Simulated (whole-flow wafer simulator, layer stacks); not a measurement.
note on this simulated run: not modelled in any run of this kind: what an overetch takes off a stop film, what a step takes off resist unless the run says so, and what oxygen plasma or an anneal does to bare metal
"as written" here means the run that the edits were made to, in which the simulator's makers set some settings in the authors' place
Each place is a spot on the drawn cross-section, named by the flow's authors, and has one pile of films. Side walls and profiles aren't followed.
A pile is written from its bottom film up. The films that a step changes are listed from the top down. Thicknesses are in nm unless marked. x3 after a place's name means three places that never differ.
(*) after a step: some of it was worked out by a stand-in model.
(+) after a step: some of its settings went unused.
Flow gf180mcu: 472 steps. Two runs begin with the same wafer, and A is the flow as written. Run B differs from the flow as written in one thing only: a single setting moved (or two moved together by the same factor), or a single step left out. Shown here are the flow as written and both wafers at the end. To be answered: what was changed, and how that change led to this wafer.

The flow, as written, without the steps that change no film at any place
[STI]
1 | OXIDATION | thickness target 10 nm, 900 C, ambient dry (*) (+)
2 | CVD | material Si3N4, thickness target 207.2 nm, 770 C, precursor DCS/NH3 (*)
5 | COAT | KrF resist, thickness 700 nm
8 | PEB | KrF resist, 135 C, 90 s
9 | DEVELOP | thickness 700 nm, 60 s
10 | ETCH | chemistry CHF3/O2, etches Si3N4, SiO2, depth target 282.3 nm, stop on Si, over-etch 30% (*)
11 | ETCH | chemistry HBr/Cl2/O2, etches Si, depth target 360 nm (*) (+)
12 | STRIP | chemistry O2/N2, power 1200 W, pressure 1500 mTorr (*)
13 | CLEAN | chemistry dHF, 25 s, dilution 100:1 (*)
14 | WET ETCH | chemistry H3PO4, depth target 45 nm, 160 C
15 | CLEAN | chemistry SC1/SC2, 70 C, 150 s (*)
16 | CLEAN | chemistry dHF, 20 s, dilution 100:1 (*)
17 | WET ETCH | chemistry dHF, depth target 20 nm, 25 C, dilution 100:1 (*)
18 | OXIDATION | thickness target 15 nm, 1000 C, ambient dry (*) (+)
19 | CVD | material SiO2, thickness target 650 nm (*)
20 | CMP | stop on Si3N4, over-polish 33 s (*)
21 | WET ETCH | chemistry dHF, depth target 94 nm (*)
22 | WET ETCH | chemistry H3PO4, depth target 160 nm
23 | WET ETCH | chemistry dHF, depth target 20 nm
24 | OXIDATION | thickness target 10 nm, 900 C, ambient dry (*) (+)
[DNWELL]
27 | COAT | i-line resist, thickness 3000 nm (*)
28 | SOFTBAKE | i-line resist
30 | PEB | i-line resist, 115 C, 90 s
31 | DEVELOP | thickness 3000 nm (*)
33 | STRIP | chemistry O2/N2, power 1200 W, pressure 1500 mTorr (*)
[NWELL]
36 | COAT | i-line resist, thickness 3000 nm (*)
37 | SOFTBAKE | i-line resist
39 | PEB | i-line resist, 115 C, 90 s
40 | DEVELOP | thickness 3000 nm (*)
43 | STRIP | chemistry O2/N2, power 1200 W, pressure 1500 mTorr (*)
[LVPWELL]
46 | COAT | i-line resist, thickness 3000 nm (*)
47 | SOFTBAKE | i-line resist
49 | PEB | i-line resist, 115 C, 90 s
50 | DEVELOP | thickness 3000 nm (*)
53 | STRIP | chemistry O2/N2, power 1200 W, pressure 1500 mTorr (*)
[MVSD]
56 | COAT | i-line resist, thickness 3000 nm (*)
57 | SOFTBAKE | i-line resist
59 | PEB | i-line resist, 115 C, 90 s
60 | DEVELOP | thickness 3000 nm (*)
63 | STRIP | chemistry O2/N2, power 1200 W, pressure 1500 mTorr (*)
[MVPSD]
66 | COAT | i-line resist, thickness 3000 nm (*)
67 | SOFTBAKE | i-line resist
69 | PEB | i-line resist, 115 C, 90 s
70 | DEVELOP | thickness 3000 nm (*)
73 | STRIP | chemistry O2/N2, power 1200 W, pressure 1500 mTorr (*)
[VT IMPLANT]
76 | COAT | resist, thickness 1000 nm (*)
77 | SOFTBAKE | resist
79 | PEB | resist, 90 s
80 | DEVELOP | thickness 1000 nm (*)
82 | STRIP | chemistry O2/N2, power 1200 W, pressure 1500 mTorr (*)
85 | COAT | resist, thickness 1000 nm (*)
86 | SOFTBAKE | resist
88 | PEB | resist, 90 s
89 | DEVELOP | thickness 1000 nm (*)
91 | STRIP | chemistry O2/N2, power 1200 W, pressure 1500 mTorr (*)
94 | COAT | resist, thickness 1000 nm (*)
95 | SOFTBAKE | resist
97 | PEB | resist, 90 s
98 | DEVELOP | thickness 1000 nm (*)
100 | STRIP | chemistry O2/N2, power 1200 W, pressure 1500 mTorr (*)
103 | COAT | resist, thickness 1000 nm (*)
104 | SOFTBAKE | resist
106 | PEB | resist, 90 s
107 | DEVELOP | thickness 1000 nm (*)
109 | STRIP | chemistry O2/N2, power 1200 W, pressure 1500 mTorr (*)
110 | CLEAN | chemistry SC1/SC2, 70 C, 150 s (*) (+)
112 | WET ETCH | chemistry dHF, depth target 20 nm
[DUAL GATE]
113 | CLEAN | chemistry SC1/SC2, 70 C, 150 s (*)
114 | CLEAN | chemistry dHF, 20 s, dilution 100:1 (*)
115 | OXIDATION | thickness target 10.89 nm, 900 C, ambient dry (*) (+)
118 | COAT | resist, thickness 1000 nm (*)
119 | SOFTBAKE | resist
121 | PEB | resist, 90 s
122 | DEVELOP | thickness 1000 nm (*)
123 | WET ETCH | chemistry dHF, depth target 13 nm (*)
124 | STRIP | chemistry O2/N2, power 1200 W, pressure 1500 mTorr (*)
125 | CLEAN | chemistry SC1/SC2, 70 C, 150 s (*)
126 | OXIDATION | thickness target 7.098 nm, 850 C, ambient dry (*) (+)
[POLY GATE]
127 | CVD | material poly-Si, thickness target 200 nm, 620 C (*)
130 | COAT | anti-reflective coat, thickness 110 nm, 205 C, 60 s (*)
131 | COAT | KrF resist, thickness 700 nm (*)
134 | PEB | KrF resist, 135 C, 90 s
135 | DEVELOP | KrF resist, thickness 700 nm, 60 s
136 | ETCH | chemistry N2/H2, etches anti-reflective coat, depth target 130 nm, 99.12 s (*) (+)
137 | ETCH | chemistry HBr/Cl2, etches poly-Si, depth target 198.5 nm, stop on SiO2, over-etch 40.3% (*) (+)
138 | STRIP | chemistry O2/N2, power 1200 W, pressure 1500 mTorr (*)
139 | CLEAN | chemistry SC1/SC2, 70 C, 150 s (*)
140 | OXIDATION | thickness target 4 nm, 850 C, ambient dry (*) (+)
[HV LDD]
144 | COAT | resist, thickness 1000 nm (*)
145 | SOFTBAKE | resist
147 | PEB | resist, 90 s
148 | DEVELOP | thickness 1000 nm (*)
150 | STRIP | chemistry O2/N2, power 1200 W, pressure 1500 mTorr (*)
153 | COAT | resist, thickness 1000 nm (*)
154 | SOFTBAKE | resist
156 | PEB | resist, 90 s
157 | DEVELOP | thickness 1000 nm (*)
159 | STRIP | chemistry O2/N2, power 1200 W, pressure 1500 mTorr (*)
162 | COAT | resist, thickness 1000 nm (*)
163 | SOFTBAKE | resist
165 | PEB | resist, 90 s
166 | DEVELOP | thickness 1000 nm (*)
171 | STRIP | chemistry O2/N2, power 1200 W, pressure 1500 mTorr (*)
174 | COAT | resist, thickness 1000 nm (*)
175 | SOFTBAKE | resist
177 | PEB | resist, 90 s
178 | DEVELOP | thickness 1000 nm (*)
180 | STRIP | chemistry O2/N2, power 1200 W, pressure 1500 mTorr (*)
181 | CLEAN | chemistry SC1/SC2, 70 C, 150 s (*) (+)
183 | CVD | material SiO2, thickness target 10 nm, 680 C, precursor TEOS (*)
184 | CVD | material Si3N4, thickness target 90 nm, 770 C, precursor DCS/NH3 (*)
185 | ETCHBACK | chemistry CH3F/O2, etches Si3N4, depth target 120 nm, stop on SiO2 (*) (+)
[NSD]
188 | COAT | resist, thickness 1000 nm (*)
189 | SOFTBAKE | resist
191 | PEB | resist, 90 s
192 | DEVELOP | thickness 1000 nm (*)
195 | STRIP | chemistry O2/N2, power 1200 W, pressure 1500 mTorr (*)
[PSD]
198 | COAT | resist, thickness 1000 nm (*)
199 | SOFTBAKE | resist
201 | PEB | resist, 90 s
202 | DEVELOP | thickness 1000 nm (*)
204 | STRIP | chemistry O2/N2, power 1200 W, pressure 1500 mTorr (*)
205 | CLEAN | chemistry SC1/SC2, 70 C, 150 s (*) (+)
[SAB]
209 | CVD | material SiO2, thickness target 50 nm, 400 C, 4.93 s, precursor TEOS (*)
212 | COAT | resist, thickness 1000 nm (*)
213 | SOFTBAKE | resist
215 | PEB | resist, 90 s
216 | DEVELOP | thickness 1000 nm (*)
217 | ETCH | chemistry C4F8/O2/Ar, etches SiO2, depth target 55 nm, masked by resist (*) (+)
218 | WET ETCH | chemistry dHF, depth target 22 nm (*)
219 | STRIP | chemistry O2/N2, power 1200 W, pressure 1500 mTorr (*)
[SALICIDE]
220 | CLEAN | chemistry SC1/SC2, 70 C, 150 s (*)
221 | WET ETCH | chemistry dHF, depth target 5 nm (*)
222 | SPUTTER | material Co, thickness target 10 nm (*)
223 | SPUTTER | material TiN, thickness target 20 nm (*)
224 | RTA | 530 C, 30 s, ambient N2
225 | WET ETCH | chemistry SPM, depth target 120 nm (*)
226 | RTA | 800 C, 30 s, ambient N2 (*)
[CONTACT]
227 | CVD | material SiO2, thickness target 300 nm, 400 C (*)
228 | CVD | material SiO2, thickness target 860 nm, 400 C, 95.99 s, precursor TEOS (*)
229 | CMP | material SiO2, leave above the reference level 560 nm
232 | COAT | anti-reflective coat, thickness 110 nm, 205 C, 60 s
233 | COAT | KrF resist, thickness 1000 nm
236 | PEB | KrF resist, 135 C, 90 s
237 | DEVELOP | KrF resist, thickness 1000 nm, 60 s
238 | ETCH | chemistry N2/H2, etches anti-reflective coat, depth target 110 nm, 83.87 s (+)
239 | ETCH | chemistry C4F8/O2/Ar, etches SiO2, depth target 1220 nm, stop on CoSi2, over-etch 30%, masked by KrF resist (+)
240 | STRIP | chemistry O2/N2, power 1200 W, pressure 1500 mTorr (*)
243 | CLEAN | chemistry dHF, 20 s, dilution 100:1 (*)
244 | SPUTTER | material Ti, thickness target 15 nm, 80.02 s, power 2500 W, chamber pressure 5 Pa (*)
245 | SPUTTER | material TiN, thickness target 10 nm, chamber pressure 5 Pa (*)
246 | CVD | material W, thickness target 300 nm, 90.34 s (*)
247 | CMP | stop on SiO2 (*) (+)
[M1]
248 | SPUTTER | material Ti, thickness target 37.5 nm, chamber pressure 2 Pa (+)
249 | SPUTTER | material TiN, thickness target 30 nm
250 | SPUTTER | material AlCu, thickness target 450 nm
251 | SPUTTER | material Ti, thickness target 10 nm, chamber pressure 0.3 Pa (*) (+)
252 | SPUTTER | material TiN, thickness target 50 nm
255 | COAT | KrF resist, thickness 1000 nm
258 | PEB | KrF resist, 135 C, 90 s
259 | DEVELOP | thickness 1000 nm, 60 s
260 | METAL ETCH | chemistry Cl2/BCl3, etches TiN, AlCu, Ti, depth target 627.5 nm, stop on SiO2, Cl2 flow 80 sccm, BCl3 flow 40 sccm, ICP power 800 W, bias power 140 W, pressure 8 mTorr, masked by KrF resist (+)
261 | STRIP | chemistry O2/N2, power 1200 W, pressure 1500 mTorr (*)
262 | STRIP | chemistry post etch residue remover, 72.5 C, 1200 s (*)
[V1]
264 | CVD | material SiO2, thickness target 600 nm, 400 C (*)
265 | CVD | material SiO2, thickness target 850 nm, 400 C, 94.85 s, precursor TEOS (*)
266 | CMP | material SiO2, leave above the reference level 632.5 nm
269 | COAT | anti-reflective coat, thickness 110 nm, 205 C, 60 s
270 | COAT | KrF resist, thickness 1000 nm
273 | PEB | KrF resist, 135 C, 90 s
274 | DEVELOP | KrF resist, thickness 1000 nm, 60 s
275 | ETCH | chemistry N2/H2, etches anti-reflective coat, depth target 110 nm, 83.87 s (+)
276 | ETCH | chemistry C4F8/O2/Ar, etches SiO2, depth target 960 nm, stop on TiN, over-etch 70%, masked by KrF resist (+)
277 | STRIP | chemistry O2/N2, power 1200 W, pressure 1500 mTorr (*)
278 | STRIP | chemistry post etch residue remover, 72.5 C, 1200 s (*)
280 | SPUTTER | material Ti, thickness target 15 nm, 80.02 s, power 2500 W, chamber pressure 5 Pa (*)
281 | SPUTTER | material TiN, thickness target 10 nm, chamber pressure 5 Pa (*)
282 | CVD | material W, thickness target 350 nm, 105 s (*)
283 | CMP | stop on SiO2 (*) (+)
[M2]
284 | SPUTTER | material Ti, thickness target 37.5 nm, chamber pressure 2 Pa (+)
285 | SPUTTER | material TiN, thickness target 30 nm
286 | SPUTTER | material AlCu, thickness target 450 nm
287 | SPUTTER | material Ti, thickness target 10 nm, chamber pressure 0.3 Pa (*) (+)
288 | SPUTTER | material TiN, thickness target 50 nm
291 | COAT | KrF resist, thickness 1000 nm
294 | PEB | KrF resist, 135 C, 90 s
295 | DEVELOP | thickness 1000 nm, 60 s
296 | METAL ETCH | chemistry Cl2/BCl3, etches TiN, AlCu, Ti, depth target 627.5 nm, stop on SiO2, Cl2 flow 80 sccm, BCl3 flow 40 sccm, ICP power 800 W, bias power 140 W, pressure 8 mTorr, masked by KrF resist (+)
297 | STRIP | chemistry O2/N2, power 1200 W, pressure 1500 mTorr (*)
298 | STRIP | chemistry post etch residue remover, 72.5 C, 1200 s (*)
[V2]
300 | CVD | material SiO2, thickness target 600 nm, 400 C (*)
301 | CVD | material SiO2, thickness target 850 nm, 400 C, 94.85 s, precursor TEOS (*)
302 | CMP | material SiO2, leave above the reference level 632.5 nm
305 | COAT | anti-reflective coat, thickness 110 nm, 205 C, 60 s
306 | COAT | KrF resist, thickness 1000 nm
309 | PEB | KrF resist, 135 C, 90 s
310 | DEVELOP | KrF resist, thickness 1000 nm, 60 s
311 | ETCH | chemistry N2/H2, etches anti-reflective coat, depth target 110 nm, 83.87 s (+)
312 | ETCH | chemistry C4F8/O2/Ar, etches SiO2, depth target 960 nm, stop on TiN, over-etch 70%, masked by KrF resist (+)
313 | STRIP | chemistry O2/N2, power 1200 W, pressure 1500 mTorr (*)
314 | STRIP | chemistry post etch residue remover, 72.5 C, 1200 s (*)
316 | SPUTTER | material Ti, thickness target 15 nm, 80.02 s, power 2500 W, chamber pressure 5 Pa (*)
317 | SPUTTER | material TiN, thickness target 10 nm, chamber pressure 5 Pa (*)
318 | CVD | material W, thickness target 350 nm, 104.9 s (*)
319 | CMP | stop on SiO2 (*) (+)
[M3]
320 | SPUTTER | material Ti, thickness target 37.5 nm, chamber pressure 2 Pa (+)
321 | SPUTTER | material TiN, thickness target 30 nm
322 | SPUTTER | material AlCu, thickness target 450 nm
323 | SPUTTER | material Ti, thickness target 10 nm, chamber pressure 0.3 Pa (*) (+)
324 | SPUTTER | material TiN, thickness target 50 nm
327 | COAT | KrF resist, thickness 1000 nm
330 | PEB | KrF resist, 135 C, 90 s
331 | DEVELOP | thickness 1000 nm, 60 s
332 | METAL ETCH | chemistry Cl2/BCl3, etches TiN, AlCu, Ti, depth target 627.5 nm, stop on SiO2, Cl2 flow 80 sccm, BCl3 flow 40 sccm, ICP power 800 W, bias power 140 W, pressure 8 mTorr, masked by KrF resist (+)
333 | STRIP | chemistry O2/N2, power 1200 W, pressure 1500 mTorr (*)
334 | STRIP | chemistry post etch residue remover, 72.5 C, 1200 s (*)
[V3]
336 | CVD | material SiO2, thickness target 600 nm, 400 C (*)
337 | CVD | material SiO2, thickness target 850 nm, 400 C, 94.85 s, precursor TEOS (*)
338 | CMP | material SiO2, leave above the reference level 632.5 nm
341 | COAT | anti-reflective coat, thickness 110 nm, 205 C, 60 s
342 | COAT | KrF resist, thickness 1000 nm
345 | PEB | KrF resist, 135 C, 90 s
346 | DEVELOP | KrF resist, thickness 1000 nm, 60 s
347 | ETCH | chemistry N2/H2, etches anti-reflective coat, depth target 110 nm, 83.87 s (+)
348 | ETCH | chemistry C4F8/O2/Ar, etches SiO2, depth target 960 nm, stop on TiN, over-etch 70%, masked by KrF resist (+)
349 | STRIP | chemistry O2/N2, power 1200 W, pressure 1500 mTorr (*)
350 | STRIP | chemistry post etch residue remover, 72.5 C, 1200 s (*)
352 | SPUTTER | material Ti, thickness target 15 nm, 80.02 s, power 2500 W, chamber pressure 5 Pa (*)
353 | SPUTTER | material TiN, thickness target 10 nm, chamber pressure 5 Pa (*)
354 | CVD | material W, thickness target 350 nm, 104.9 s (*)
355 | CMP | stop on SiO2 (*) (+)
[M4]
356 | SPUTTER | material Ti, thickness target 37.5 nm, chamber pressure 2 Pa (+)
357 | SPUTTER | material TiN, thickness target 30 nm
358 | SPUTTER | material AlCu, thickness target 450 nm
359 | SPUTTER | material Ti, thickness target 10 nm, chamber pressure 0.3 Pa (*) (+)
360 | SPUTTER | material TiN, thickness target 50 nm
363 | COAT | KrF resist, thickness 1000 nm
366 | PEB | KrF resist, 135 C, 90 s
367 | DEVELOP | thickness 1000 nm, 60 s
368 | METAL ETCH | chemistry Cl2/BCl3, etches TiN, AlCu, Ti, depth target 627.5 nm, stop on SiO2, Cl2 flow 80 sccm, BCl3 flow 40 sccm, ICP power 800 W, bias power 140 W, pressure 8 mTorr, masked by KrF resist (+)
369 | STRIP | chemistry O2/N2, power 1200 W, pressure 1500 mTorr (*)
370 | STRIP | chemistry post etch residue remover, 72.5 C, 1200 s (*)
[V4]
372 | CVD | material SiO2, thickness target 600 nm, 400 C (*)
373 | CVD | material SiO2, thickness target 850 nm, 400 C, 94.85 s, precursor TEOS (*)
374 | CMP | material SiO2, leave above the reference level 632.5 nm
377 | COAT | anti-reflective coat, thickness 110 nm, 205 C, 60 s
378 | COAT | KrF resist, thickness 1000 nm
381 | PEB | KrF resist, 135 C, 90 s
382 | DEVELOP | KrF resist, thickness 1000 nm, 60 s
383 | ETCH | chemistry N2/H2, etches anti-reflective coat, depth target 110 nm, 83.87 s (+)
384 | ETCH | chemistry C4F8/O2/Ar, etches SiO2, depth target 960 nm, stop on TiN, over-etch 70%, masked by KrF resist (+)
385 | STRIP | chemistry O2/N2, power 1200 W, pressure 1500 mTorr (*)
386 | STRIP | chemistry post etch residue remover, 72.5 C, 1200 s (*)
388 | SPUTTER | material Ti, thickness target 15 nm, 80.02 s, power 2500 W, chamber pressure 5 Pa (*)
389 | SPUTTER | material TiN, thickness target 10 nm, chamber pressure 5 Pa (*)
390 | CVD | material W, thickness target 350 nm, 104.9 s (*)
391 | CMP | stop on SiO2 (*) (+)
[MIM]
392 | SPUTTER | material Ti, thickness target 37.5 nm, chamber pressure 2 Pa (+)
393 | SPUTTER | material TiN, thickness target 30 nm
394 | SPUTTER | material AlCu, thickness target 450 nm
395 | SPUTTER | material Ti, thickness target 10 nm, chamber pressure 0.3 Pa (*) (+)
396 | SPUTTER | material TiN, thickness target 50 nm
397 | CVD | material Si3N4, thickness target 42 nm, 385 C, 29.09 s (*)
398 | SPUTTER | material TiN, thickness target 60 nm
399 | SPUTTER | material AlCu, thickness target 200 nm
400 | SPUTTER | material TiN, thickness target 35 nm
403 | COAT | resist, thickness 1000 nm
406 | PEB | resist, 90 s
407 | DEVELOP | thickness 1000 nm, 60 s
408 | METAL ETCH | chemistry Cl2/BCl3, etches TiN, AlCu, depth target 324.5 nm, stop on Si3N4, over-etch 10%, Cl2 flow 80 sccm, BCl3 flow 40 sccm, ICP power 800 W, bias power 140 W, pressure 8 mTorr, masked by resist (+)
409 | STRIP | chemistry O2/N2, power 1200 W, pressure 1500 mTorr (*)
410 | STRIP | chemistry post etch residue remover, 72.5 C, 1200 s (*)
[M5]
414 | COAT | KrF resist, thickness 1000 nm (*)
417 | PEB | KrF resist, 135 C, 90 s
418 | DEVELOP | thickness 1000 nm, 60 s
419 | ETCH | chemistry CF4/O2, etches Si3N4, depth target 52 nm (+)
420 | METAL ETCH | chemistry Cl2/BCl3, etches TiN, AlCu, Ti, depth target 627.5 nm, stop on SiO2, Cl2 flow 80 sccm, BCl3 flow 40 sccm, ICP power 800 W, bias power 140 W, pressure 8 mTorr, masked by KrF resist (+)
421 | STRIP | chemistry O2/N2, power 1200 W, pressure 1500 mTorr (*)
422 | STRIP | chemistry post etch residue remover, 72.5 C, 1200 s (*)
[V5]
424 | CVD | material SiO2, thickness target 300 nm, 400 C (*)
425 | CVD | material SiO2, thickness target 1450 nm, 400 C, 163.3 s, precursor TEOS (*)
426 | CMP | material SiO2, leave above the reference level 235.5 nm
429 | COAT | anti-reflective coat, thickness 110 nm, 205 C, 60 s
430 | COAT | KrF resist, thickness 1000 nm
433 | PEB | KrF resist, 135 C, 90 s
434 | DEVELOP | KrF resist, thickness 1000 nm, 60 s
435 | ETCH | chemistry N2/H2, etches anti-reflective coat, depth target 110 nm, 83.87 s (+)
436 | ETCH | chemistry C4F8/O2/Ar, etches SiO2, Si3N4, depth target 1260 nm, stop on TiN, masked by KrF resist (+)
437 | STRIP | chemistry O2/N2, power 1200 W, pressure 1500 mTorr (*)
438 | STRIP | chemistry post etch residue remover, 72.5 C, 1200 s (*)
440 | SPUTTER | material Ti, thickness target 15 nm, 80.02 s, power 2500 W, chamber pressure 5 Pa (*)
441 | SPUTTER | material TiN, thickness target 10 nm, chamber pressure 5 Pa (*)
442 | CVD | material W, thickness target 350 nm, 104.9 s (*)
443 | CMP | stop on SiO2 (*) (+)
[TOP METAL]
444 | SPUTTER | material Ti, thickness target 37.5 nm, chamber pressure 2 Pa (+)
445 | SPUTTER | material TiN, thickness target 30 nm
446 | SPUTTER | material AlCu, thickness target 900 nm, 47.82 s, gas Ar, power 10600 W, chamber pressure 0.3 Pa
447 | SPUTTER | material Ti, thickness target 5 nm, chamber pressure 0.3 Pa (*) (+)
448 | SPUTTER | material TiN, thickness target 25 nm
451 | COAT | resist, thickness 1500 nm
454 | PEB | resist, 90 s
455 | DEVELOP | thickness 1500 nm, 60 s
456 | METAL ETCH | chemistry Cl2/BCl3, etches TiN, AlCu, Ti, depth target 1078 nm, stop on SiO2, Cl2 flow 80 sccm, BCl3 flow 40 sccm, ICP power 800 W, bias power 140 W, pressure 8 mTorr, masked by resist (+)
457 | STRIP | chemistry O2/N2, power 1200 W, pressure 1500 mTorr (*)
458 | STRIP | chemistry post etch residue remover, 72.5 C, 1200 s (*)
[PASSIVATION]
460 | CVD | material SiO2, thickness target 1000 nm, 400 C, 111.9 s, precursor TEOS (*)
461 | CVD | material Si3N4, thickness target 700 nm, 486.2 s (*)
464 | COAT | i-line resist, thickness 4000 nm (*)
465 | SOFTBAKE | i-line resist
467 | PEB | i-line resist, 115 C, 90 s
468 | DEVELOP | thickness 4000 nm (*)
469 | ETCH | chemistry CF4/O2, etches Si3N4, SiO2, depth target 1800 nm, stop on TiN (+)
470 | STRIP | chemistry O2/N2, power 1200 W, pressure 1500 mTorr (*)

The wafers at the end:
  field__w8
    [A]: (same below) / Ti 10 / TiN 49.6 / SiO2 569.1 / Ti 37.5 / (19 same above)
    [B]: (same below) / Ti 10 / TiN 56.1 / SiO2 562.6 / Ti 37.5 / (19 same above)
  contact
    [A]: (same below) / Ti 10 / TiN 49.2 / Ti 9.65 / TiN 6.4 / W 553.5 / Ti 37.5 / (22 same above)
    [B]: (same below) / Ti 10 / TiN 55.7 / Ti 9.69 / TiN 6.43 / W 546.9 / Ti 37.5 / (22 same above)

Cause: step 324, SPUTTER: thickness target 56.5 nm was run, while the flow as written has thickness target 50 nm.

Step by step, how the change led to this:
  324 | SPUTTER | material TiN, thickness target 50 nm
      field, field__w1, field__w2 and 108 more: A TiN gains 50 (new film) | B TiN gains 56.5 (new film)
  332 | METAL ETCH | chemistry Cl2/BCl3, etches TiN, AlCu, Ti, depth target 627.5 nm, stop on SiO2, Cl2 flow 80 sccm, BCl3 flow 40 sccm, ICP power 800 W, bias power 140 W, pressure 8 mTorr, masked by KrF resist (+)
      field, field__w1, field__w2 and 103 more: A TiN loses 50 (all of it), Ti loses 10 (all of it), AlCu loses 450 (all of it), TiN loses 30 (all of it), Ti loses 37.5 (all of it) | B TiN loses 56.5 (all of it), Ti loses 10 (all of it), AlCu loses 450 (all of it), TiN loses 30 (all of it), Ti loses 37.5 (all of it)
